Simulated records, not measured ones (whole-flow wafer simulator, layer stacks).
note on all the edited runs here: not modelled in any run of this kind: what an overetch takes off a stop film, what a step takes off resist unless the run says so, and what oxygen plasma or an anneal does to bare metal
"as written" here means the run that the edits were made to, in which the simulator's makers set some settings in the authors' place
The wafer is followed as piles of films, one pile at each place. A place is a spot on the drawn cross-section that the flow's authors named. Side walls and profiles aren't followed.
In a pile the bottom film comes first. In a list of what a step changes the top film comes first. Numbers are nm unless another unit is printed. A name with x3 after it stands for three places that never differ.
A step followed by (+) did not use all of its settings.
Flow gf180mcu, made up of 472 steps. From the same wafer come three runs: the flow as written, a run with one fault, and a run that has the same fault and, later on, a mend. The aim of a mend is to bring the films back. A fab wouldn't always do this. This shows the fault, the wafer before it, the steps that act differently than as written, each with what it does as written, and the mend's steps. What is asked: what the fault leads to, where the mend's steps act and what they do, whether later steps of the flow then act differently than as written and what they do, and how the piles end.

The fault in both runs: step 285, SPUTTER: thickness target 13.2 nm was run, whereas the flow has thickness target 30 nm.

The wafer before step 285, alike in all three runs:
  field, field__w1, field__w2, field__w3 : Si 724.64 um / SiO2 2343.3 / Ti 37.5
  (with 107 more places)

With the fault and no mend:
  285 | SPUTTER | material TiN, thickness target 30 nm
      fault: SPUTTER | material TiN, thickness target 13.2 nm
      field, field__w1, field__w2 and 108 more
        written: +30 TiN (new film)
        fault: +13.2 TiN (new film)
  Later steps of the flow acting differently than as written:
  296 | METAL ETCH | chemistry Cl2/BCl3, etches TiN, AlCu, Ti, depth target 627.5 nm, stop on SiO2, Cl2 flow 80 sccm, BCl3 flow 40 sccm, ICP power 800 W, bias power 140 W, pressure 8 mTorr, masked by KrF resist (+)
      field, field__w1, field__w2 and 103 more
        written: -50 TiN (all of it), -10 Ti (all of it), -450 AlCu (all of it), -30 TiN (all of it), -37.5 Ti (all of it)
        fault: -50 TiN (all of it), -10 Ti (all of it), -450 AlCu (all of it), -13.2 TiN (all of it), -37.5 Ti (all of it)
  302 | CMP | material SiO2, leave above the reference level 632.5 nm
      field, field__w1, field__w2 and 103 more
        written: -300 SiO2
        fault: -316.8 SiO2
  At field__w8, contact, m1, m1__w1, m1_nw, the piles at the end differ from the flow's by more than 2% or 0.5 nm, whichever is larger.
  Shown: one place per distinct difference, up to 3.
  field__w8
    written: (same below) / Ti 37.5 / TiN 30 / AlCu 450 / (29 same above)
    fault: (same below) / Ti 37.5 / TiN 13.2 / AlCu 450 / (29 same above)
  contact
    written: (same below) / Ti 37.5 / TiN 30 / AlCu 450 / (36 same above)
    fault: (same below) / Ti 37.5 / TiN 13.2 / AlCu 450 / (36 same above)

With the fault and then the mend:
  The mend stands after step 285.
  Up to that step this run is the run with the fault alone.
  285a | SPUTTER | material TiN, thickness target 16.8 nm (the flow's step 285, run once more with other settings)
      field, field__w1, field__w2 and 108 more
        +16.8 TiN
  Later steps of the flow that are run all act as written at every place that is followed.
  At every place that both follow, the piles at the end match the flow's.
